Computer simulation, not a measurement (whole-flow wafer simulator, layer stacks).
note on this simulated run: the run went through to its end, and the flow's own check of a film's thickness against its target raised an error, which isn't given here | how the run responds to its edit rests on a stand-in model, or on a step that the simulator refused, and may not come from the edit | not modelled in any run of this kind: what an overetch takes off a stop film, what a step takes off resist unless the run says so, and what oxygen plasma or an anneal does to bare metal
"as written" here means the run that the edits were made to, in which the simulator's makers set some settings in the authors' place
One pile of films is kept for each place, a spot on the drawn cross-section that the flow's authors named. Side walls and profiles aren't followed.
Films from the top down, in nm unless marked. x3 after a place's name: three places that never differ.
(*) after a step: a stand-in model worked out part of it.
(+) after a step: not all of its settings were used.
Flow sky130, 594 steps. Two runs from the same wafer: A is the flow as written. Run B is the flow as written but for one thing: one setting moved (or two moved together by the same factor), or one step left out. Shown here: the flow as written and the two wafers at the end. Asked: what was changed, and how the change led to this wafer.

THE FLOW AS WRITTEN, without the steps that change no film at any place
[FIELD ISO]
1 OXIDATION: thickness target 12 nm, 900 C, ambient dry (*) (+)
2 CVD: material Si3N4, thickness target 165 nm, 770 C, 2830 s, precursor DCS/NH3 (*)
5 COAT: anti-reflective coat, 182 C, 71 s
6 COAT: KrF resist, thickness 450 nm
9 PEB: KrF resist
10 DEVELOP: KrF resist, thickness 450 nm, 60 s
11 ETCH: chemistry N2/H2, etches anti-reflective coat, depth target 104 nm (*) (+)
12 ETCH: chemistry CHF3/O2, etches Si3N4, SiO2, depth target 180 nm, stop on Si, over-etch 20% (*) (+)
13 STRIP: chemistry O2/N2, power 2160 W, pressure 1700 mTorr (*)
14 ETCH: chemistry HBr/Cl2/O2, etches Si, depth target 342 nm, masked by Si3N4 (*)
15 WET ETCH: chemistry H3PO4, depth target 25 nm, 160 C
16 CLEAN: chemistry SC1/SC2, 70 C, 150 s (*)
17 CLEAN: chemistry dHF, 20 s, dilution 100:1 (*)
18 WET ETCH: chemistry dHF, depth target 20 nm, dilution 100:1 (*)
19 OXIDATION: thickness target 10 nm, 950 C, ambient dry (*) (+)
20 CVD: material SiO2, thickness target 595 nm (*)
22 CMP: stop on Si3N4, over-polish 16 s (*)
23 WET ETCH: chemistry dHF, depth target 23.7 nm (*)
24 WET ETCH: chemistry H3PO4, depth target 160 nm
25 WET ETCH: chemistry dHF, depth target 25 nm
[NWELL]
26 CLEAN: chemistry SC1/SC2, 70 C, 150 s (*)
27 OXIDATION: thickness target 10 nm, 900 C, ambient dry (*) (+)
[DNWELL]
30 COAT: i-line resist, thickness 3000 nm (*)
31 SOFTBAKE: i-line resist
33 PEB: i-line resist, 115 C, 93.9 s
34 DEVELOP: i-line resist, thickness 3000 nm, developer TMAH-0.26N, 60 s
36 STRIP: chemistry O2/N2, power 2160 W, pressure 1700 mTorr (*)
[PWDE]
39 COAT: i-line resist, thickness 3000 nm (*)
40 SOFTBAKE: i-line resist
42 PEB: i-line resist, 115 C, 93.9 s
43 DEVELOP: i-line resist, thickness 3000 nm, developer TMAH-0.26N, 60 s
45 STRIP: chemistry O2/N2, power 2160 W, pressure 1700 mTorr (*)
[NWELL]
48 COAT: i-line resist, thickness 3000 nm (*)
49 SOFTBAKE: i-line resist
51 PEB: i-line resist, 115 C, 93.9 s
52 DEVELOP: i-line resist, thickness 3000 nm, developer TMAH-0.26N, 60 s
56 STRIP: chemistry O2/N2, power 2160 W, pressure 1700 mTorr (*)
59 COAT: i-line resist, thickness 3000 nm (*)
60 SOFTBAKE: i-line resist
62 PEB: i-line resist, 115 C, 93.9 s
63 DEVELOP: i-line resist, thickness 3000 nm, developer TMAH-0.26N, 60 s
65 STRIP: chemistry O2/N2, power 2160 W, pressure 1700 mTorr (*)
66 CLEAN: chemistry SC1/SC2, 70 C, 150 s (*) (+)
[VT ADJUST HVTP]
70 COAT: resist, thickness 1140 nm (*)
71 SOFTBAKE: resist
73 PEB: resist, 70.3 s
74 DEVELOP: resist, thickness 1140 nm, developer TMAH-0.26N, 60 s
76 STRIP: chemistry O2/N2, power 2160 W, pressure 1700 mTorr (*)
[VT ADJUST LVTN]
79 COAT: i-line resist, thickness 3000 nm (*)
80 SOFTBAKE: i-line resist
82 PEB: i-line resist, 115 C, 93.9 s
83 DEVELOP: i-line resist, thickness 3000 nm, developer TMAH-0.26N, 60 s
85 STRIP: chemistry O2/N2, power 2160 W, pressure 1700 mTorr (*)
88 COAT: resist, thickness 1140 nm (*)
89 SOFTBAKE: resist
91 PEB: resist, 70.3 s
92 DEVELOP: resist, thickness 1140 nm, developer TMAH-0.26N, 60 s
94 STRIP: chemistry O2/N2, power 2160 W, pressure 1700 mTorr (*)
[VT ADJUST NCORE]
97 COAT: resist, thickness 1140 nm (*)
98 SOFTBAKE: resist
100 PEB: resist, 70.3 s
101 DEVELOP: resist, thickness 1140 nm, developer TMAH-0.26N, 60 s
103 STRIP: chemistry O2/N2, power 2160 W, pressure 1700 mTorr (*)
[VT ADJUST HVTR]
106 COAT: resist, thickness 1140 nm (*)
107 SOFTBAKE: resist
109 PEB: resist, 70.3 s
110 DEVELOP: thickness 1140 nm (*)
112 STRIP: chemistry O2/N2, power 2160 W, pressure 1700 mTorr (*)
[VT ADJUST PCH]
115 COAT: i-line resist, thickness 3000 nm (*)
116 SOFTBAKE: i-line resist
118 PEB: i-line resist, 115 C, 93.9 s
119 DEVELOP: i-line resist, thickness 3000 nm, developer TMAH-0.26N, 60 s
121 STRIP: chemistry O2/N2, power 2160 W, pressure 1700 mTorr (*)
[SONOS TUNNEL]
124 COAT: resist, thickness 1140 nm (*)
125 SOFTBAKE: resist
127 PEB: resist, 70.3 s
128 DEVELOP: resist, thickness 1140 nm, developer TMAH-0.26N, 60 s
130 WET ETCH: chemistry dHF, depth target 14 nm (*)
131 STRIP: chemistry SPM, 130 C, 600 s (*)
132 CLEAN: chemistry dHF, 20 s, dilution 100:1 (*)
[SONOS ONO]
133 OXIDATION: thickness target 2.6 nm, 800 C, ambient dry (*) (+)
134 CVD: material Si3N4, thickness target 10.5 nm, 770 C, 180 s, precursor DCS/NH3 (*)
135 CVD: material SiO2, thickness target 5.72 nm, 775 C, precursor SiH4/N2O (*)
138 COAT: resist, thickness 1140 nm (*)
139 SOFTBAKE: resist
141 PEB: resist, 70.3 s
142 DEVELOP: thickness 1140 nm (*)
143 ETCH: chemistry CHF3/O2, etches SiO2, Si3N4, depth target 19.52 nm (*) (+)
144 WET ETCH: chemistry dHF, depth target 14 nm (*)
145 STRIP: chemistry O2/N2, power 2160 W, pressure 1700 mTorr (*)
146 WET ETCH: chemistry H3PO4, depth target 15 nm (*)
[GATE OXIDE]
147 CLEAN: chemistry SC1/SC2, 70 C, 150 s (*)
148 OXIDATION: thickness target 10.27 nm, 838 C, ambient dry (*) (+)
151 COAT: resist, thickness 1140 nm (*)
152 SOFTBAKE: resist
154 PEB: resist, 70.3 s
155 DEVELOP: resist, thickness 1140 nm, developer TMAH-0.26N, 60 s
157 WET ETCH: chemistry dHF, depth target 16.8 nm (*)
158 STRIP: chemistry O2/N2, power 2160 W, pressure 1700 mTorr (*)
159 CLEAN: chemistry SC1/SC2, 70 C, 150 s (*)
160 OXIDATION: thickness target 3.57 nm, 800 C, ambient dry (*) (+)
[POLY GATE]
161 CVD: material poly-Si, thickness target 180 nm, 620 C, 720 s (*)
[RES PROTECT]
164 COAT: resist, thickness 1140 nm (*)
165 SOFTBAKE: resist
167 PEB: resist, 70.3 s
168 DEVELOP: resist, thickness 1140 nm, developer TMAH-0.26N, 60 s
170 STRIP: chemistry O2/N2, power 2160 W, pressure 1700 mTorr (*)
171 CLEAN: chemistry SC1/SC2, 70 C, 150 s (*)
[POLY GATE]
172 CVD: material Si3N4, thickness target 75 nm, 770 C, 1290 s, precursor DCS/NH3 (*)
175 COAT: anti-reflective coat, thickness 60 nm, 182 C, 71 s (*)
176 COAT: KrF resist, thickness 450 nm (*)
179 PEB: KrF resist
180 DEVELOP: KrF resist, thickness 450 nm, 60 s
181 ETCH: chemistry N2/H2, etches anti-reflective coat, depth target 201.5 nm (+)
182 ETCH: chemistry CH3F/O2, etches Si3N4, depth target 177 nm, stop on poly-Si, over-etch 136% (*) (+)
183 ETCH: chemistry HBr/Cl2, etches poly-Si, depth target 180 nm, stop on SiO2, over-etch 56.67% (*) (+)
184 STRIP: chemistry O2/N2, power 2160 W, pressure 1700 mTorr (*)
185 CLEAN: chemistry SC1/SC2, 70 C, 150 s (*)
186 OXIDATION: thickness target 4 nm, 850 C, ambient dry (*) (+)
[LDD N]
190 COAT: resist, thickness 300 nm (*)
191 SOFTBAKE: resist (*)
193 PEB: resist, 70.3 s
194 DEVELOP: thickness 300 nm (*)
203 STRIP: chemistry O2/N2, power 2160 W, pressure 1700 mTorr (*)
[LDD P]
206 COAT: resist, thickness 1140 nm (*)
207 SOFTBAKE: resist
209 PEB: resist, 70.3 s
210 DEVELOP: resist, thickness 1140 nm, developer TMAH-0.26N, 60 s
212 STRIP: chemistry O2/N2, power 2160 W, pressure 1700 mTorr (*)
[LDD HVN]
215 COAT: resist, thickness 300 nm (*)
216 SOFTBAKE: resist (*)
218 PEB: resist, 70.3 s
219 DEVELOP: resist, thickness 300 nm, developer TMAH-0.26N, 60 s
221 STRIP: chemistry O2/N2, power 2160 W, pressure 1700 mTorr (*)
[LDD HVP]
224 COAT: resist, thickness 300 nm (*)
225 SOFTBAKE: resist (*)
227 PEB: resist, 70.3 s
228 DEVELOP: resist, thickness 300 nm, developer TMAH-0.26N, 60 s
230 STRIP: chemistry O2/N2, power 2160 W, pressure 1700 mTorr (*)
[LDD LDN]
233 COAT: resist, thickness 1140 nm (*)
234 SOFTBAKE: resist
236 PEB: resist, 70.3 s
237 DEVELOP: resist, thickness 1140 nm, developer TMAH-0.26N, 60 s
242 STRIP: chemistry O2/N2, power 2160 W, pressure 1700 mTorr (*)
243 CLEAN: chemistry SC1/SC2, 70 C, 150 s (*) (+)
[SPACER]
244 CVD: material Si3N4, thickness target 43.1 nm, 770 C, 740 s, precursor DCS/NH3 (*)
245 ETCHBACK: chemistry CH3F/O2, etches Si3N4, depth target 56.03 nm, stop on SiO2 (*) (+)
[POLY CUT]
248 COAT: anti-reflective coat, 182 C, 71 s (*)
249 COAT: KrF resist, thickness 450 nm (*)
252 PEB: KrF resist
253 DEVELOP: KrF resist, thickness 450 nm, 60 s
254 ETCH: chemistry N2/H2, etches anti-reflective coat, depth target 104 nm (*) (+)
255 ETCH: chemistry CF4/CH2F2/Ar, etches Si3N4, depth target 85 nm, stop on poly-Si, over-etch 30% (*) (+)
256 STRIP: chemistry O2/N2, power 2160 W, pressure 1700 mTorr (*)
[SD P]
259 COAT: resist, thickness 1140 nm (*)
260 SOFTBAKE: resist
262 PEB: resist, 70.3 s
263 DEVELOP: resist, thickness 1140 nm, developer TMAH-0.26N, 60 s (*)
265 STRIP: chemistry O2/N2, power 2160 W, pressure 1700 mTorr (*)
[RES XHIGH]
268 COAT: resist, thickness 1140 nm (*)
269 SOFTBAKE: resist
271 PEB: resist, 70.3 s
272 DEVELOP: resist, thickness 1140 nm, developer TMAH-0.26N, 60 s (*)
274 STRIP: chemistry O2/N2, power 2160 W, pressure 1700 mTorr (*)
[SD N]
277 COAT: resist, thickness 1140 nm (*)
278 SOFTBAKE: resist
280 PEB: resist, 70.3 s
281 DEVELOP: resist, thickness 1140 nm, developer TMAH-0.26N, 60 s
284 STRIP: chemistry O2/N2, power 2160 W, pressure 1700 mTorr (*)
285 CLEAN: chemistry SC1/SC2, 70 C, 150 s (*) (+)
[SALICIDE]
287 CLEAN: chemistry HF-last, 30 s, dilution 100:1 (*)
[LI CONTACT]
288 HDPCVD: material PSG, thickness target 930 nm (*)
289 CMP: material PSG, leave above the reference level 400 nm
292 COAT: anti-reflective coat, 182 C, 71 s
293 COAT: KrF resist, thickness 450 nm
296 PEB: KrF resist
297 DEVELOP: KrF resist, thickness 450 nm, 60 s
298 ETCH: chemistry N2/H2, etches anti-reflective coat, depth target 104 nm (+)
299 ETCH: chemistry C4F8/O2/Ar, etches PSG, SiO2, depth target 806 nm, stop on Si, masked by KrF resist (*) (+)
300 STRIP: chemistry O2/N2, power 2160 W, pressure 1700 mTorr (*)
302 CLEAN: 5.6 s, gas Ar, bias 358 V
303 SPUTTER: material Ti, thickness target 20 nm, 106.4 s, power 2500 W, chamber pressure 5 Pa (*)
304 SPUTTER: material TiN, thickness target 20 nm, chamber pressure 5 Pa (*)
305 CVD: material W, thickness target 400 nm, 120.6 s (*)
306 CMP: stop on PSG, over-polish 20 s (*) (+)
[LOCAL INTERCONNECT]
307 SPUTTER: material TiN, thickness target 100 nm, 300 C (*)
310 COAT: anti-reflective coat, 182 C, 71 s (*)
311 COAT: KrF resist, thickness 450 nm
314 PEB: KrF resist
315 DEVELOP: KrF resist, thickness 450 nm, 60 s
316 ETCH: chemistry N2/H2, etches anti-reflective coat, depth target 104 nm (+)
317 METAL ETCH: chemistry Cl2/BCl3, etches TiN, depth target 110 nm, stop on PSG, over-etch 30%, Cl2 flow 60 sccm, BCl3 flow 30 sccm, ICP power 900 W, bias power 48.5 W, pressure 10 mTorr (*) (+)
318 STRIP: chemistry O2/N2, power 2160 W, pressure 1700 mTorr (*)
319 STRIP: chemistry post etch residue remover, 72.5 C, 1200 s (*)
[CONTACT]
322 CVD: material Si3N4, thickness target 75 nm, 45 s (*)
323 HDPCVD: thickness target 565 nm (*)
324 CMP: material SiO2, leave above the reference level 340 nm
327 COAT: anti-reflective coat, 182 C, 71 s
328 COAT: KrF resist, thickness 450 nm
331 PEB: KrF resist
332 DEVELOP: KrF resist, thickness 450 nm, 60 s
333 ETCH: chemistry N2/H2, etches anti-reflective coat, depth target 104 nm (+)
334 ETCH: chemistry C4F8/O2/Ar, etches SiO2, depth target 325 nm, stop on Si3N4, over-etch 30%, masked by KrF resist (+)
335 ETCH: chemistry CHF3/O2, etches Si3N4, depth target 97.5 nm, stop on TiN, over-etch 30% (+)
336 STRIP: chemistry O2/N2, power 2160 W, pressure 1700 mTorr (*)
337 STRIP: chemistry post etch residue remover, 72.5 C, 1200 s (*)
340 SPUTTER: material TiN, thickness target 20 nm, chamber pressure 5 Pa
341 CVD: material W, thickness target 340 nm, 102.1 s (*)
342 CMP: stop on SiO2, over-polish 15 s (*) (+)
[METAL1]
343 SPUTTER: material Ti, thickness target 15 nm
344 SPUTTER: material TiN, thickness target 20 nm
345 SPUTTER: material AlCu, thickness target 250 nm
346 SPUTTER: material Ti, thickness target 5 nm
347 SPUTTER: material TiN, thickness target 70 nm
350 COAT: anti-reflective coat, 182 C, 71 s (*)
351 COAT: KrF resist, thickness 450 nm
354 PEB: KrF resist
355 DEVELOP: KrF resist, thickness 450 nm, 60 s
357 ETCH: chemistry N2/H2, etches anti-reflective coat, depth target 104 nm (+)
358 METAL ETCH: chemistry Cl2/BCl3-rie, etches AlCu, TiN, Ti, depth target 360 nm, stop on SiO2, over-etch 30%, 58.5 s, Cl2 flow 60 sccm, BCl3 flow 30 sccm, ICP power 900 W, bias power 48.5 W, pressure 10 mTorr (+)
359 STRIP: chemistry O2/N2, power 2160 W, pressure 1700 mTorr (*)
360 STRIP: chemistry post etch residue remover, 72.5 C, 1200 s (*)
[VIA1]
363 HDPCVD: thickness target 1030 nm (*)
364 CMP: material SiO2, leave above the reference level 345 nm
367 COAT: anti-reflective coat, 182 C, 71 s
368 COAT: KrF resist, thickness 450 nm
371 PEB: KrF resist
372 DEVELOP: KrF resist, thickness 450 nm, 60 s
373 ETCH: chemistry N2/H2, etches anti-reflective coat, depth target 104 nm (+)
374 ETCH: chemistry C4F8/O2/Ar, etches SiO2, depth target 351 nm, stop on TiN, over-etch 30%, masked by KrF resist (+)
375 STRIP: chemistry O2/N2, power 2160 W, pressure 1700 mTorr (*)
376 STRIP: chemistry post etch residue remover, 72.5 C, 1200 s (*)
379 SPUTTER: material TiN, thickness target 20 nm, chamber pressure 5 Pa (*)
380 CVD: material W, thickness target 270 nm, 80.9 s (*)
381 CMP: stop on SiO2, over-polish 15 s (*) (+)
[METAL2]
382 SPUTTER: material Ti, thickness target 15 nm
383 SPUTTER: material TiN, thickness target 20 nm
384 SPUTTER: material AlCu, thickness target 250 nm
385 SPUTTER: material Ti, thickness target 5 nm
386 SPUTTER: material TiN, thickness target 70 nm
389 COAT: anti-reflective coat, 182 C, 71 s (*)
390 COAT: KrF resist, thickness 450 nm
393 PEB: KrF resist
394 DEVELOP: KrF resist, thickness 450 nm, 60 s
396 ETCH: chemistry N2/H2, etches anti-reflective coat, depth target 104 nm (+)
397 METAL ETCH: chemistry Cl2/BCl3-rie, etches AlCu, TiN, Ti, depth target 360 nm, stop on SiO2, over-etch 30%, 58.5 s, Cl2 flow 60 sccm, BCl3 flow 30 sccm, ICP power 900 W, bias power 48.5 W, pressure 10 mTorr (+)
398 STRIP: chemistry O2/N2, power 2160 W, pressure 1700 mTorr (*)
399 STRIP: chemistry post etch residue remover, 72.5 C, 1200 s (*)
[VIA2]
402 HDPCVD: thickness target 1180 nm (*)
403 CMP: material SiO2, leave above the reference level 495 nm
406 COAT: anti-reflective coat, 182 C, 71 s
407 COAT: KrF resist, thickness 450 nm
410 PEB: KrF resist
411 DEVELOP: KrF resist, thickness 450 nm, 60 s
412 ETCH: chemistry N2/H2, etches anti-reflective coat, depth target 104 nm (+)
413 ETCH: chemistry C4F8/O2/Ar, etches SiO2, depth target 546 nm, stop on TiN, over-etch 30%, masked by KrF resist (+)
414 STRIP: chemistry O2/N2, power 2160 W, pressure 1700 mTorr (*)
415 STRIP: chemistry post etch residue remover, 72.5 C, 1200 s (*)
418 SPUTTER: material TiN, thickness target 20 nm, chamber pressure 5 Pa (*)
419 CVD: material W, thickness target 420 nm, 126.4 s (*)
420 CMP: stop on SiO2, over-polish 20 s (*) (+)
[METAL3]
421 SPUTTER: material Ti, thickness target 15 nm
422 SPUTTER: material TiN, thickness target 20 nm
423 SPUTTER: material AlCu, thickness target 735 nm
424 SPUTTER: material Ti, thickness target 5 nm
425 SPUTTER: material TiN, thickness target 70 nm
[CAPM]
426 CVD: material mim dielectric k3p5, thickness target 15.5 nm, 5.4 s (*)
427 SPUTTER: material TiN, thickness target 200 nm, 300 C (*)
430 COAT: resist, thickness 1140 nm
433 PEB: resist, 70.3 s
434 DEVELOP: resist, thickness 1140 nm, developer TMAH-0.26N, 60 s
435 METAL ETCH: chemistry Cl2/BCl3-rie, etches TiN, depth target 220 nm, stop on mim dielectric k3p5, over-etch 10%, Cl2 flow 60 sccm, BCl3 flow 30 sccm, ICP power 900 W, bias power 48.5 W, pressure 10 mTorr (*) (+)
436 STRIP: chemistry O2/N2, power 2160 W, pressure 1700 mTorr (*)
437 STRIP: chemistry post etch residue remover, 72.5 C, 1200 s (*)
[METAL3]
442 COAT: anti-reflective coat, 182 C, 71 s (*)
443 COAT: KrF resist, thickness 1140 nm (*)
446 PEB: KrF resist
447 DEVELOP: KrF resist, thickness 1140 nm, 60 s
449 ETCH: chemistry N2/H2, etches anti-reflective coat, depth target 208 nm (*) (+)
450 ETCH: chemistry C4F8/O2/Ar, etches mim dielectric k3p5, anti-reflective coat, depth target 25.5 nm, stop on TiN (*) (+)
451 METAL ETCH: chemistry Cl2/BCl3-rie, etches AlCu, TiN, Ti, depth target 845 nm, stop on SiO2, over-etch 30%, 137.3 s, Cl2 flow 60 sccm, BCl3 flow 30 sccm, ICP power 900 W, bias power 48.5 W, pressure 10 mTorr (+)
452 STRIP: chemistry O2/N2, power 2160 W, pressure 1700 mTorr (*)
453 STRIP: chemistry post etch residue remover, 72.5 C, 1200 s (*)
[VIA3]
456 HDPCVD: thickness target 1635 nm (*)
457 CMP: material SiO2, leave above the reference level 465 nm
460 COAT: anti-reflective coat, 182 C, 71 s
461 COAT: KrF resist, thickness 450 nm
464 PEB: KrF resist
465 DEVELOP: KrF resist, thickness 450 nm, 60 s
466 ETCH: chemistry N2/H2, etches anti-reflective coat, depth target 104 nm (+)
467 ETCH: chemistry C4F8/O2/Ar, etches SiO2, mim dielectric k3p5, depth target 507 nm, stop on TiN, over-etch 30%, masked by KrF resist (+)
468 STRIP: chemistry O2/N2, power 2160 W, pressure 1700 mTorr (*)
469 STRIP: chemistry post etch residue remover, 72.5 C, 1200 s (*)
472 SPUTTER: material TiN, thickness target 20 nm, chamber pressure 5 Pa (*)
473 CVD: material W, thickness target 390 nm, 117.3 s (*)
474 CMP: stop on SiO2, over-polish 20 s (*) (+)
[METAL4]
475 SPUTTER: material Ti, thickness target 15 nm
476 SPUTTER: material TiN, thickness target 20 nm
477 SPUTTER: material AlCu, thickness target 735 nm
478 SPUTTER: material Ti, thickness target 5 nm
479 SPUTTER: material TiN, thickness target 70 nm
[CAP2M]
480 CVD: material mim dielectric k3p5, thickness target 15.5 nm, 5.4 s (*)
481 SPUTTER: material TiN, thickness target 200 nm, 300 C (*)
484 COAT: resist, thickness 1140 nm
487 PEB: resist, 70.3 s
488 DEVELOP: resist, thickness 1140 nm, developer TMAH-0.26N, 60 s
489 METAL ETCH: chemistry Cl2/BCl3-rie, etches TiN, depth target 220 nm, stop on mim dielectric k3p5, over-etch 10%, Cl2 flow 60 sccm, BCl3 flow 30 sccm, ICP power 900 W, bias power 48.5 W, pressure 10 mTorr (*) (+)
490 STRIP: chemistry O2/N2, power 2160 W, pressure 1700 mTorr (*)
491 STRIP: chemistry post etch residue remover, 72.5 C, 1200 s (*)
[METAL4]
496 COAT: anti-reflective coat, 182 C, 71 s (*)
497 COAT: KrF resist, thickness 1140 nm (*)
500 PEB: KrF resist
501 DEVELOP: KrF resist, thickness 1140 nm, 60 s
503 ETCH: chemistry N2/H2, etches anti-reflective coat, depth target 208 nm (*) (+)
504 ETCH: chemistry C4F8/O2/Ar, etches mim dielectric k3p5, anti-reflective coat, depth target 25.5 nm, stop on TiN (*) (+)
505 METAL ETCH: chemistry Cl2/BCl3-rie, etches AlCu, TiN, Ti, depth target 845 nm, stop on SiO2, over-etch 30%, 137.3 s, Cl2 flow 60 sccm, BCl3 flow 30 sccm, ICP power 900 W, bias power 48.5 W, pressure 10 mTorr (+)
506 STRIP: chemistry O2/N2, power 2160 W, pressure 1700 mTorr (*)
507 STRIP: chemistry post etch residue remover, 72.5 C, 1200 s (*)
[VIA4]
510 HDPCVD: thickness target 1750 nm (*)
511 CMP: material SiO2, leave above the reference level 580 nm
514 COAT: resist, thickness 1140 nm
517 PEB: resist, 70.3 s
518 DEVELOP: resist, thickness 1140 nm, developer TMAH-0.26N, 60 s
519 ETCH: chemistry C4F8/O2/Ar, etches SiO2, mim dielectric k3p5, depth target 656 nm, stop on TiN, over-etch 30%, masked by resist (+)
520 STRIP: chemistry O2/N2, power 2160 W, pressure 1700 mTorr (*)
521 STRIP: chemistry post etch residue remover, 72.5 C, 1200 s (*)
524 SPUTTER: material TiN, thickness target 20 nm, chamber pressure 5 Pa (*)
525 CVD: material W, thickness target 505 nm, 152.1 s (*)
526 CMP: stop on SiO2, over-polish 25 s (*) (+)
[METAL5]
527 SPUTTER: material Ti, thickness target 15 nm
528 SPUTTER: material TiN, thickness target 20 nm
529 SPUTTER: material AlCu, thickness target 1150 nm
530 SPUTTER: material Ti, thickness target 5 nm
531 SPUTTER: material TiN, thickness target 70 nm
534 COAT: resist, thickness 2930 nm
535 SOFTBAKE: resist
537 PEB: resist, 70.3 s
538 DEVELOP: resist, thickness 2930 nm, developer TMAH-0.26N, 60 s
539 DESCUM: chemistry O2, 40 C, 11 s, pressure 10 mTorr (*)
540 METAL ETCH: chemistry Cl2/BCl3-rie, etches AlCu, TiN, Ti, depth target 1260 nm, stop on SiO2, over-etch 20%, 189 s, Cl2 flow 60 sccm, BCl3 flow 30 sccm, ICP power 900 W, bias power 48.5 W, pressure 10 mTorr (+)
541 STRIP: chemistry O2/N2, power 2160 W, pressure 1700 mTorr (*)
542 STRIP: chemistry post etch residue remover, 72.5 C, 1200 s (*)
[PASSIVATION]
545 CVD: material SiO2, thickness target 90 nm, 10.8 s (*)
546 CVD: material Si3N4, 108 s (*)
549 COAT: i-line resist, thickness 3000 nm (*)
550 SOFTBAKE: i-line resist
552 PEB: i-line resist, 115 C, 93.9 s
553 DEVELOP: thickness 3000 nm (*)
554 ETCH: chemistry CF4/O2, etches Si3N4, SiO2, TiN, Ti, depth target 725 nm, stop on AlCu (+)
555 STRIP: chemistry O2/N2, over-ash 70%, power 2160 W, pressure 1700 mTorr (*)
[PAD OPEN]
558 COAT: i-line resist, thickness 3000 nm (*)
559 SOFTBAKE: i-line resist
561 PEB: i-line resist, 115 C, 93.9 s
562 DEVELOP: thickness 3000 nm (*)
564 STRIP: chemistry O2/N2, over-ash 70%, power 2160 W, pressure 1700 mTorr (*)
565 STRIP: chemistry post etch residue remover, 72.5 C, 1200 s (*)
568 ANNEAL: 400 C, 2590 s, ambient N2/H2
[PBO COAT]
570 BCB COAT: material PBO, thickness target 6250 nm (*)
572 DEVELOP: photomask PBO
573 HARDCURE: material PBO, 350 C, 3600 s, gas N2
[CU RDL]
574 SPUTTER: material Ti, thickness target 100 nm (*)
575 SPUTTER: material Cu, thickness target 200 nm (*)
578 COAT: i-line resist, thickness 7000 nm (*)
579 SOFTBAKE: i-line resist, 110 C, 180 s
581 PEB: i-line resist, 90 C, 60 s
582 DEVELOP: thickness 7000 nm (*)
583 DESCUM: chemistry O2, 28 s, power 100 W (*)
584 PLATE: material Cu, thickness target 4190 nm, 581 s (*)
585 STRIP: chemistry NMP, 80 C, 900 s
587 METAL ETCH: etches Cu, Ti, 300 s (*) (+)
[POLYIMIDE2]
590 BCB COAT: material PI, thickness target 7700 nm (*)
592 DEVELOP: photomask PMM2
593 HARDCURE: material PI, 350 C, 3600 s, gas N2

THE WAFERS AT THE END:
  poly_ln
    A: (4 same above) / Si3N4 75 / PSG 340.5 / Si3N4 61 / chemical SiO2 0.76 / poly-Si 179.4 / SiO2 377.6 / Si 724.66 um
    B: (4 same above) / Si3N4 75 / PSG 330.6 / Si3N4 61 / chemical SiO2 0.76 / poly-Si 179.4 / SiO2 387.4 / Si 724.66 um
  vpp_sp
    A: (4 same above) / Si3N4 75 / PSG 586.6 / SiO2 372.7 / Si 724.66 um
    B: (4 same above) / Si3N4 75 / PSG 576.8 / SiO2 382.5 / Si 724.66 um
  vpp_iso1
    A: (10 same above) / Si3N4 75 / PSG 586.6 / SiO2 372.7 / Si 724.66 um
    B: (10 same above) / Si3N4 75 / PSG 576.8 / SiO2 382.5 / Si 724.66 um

The cause: step 25, WET ETCH: depth target 16 nm was run, where the flow has depth target 25 nm.

How the change led to this, step by step:
  25 WET ETCH: chemistry dHF, depth target 25 nm
      field, mim, iso_guard and 84 more: A SiO2 -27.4 | B SiO2 -17.5
  31 SOFTBAKE: i-line resist
      gate_p_g5v0, sonos_guard_x: A i-line resist +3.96 | B i-line resist +4.52
      m1: A i-line resist +5.34 | B i-line resist +6.06
      (and at 71 more places)
  40 SOFTBAKE: i-line resist
      gate_p_g5v0, sonos_guard_x: A i-line resist +3.96 | B i-line resist +4.52
      m1: A i-line resist +5.34 | B i-line resist +6.06
      (and at 71 more places)
  49 SOFTBAKE: i-line resist
      gate_p_g5v0, sonos_guard_x: A i-line resist +3.96 | B i-line resist +4.52
      m1: A i-line resist +5.34 | B i-line resist +6.06
      (and at 71 more places)
  60 SOFTBAKE: i-line resist
      gate_p_g5v0, sonos_guard_x: A i-line resist +3.96 | B i-line resist +4.52
      m1: A i-line resist +5.34 | B i-line resist +6.06
      (and at 71 more places)
  71 SOFTBAKE: resist
      gate_hv_pwblk: A resist +4.5 | B resist +5.13
      ndiff_licon_cpp: A resist +4.39 | B resist +4.97
      (and at 3 more places)
  80 SOFTBAKE: i-line resist
      spacer: A i-line resist +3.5 | B i-line resist +4.01
      m1: A i-line resist +5.35 | B i-line resist +6.07
      (and at 73 more places)
  89 SOFTBAKE: resist
      gate_hv_pwblk: A resist +4.5 | B resist +5.13
      ndiff_licon_cpp: A resist +4.39 | B resist +4.97
      (and at 3 more places)
  98 SOFTBAKE: resist
      gate_hv_pwblk: A resist +4.5 | B resist +5.13
      ndiff_licon_cpp: A resist +4.39 | B resist +4.97
      (and at 3 more places)
  107 SOFTBAKE: resist
      gate_hv_pwblk: A resist +4.5 | B resist +5.13
      ndiff_licon_cpp: A resist +4.39 | B resist +4.97
      (and at 3 more places)
  116 SOFTBAKE: i-line resist
      m1: A i-line resist +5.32 | B i-line resist +6.04
      sonos_cell: A i-line resist +6.16 | B i-line resist +6.99
      (and at 72 more places)
  125 SOFTBAKE: resist
      gate_hv_pwblk: A resist +4.5 | B resist +5.13
      ndiff_licon_cpp: A resist +4.39 | B resist +4.97
      (and at 3 more places)
  139 SOFTBAKE: resist
      poly_endcap: A resist +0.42 | B resist -1.01
      gate_hv_pwblk: A resist +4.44 | B resist +5.07
      (and at 5 more places)
  152 SOFTBAKE: resist
      gate_hv_pwblk: A resist +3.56 | B resist +4.19
      ndiff_licon_cpp: A resist +3.51 | B resist +4.06
      (and at 3 more places)
  161 CVD: material poly-Si, thickness target 180 nm, 620 C, 720 s (*)
      ndiff_dn: A poly-Si +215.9 (new film) | B poly-Si +225.7 (new film)
  165 SOFTBAKE: resist
      gate_hv_pwblk: A resist +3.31 | B resist +3.93
      gate_hv_iso: A resist +3.1 | B resist +3.64
      (and at 2 more places)
  ... 23 more steps ...
  306 CMP: stop on PSG, over-polish 20 s (*) (+)
      poly_licon: A W -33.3 | B W -43.2
